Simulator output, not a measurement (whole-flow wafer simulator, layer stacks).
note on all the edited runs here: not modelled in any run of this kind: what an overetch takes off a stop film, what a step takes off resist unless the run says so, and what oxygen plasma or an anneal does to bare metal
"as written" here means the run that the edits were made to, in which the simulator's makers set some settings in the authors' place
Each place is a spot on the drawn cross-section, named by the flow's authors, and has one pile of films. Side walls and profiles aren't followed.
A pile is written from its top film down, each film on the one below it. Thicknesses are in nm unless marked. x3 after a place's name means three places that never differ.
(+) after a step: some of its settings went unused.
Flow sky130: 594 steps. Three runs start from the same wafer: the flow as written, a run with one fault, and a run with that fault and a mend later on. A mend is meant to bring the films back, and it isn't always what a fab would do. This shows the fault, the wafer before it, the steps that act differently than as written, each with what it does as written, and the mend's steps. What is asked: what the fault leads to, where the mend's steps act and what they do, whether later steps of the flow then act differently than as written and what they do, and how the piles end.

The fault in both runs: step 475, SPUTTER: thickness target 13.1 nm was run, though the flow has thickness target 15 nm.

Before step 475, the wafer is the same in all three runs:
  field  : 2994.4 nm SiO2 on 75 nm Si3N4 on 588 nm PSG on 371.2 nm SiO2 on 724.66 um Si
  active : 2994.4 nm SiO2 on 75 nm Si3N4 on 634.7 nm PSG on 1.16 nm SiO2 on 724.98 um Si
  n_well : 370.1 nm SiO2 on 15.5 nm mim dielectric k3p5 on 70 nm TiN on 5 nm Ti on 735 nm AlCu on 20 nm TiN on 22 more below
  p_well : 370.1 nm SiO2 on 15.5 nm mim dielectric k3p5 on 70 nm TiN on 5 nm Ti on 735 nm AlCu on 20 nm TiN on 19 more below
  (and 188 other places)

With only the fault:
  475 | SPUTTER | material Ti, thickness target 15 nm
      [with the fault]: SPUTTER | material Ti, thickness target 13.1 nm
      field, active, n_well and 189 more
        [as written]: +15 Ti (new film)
        [with the fault]: +13.1 Ti (new film)
  Later steps of the flow acting differently than as written (9 more steps, not shown, differ only slightly: by at most 2% or 0.5 nm, whichever is larger):
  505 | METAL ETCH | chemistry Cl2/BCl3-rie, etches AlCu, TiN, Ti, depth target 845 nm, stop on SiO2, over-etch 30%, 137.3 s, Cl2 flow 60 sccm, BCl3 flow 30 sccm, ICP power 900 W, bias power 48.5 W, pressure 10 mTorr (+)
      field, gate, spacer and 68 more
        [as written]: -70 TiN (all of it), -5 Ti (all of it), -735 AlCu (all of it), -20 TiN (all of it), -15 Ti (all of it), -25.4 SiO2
        [with the fault]: -70 TiN (all of it), -5 Ti (all of it), -735 AlCu (all of it), -20 TiN (all of it), -13.1 Ti (all of it), -25.5 SiO2
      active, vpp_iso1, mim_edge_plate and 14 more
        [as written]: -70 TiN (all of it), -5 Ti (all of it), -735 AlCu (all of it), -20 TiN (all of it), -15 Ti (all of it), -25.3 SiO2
        [with the fault]: -70 TiN (all of it), -5 Ti (all of it), -735 AlCu (all of it), -20 TiN (all of it), -13.1 Ti (all of it), -25.5 SiO2
  At n_well, p_well, gate_hv and 102 more, the piles at the end differ from the flow's by more than 2% or 0.5 nm, whichever is larger.
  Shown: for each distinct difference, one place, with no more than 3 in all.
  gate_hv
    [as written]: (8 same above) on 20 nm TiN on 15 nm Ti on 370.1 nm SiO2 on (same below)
    [with the fault]: (8 same above) on 20 nm TiN on 13.1 nm Ti on 370.1 nm SiO2 on (same below)
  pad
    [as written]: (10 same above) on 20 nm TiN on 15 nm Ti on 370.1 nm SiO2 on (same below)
    [with the fault]: (10 same above) on 20 nm TiN on 13.1 nm Ti on 370.1 nm SiO2 on (same below)
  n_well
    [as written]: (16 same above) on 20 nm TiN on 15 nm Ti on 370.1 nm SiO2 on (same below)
    [with the fault]: (16 same above) on 20 nm TiN on 13.1 nm Ti on 370.1 nm SiO2 on (same below)

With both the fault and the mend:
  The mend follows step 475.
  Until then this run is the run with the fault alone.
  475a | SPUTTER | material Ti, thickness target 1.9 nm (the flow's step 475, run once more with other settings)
      field, active, n_well and 189 more
        +1.9 Ti
  None of the later steps of the flow acts differently than as written at any place that is followed.
  The piles end the same as the flow's at every place that both follow.
